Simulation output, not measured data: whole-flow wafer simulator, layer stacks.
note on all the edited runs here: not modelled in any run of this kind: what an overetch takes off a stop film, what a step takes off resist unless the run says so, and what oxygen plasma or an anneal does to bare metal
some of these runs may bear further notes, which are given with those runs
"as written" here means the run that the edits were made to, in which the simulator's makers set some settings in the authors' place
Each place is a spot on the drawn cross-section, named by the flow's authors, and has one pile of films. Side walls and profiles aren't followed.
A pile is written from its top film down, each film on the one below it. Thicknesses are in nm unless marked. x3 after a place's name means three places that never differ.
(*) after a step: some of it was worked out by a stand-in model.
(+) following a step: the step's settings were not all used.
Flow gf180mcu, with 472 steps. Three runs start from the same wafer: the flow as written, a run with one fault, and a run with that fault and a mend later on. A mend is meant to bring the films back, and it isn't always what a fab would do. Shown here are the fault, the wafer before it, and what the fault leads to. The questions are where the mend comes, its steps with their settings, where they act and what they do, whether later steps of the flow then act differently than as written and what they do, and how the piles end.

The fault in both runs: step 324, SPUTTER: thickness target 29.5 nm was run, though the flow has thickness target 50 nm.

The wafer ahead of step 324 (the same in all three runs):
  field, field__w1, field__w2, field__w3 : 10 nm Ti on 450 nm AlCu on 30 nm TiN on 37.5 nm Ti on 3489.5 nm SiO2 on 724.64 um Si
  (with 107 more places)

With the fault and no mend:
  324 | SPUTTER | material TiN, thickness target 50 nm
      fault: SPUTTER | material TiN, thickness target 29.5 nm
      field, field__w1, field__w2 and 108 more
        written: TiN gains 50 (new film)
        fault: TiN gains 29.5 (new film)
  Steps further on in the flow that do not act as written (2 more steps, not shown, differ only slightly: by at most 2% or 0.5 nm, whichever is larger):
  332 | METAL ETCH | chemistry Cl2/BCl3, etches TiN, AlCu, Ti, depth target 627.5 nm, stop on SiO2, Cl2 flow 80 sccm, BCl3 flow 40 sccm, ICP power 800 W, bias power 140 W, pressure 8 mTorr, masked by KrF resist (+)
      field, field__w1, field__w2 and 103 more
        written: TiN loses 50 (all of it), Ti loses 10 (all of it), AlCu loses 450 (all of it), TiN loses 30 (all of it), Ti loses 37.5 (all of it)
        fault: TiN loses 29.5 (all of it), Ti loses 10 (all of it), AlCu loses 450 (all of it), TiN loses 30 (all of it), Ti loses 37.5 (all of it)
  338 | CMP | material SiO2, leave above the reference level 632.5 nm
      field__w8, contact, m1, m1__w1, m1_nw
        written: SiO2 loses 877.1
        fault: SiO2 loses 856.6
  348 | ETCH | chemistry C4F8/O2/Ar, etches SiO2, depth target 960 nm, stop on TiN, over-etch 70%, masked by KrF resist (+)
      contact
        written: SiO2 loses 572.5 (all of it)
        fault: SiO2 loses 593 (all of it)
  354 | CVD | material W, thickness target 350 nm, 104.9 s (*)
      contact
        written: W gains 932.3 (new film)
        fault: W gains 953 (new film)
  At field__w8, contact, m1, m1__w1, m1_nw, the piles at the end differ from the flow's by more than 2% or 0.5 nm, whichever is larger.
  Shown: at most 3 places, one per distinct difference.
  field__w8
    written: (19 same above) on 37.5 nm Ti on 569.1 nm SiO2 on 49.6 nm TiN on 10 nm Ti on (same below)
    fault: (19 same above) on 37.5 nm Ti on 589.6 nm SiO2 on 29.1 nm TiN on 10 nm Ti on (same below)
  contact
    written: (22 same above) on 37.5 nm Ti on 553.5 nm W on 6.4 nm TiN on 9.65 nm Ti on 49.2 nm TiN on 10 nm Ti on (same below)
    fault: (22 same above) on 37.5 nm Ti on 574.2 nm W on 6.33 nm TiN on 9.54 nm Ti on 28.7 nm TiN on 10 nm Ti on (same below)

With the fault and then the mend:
  After step 331 comes the mend.
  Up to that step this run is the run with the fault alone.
  331a | STRIP | chemistry O2/N2, power 2160 W, pressure 1700 mTorr (*)
      field__w8, contact, m1, m1__w1, m1_nw
        KrF resist loses 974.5 (all of it)
  331b | SPUTTER | material TiN, thickness target 20.5 nm (the flow's step 324 again, with other settings)
      field, field__w1, field__w2 and 108 more
        TiN gains 20.5
  331c | HMDS | 120 C, 60 s (the flow's step 326 again)
      does not change any film at any place that is followed
  331d | COAT | KrF resist, thickness 1000 nm (the flow's step 327 again)
      field, field__w1, field__w2 and 108 more
        KrF resist gains 1000 (new film)
  331e | SOFTBAKE | KrF resist (the flow's step 328 again)
      does not change any film at any place that is followed
  331f | EXPOSE | photomask Metal3 (the flow's step 329 again)
      does not change any film at any place that is followed
  331g | PEB | KrF resist, 135 C, 90 s (the flow's step 330 again)
      field, field__w1, field__w2 and 108 more
        KrF resist loses 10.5
  331h | DEVELOP | thickness 1000 nm, 60 s (the flow's step 331 again)
      field, field__w1, field__w2 and 103 more
        KrF resist loses 989.5 (all of it)
      field__w8, contact, m1, m1__w1, m1_nw
        KrF resist loses 14.9
  Every later step of the flow that is run acts as written at every place that is followed.
  By the end, the piles equal the flow's at every place that both follow.
